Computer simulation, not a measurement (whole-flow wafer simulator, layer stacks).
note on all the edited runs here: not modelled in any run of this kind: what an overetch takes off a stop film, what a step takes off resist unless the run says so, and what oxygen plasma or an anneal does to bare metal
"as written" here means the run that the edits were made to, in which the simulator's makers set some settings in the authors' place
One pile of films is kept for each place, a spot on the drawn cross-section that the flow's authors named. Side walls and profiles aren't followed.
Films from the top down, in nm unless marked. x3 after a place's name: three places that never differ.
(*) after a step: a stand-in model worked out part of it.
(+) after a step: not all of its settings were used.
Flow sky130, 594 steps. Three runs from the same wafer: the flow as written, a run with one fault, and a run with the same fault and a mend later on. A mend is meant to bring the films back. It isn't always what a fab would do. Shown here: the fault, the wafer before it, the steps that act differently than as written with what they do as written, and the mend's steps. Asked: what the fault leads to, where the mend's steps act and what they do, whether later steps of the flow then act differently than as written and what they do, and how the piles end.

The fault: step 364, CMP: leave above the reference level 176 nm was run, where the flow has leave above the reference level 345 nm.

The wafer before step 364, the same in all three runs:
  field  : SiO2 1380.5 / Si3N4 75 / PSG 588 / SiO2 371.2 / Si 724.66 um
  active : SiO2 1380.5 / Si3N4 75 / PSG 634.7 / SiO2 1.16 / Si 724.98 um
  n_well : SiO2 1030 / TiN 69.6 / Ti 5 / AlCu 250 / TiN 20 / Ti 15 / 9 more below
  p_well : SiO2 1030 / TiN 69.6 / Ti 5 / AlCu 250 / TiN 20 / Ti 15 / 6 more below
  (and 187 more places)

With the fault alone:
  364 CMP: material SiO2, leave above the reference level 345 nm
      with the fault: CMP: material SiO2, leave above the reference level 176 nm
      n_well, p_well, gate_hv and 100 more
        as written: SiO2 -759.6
        with the fault: SiO2 -928.6
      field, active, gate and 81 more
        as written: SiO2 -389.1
        with the fault: SiO2 -558.1
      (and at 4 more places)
  Later steps of the flow that act differently than as written (10 more steps differ only slightly, by at most 2% or 0.5 nm, whichever is larger, and aren't shown):
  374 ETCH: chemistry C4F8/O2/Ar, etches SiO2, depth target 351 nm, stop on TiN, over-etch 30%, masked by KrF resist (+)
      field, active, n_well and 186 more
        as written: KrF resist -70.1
        with the fault: KrF resist -26.2
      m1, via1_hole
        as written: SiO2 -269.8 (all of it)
        with the fault: SiO2 -100.8 (all of it)
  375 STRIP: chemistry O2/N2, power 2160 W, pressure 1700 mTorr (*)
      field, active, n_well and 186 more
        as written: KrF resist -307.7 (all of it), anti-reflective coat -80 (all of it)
        with the fault: KrF resist -351.6 (all of it), anti-reflective coat -80 (all of it)
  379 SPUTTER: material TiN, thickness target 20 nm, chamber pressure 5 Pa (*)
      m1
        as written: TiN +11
        with the fault: TiN +15
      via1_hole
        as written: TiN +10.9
        with the fault: TiN +14.9
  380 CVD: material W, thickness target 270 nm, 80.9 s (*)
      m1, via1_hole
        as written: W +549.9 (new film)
        with the fault: W +376.9 (new film)
  At the end the piles differ from the flow's by more than 2% or 0.5 nm, whichever is larger, at field, active, n_well and 190 more.
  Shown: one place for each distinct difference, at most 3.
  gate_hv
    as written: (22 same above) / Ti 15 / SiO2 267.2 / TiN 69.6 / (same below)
    with the fault: (22 same above) / Ti 15 / SiO2 98.2 / TiN 69.6 / (same below)
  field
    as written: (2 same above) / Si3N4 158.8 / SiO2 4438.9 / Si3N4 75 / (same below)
    with the fault: (2 same above) / Si3N4 158.8 / SiO2 4269.9 / Si3N4 75 / (same below)
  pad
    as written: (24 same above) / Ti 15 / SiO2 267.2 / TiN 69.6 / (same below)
    with the fault: (24 same above) / Ti 15 / SiO2 98.2 / TiN 69.6 / (same below)

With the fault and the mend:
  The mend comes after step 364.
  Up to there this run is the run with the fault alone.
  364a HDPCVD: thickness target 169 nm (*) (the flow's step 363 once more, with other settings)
      field, active, n_well and 188 more
        SiO2 +169
  No later step of the flow acts differently than as written, at any place that is followed, by more than 2% or 0.5 nm, whichever is larger.
  At the end the piles are the same as the flow's at every place that both follow.
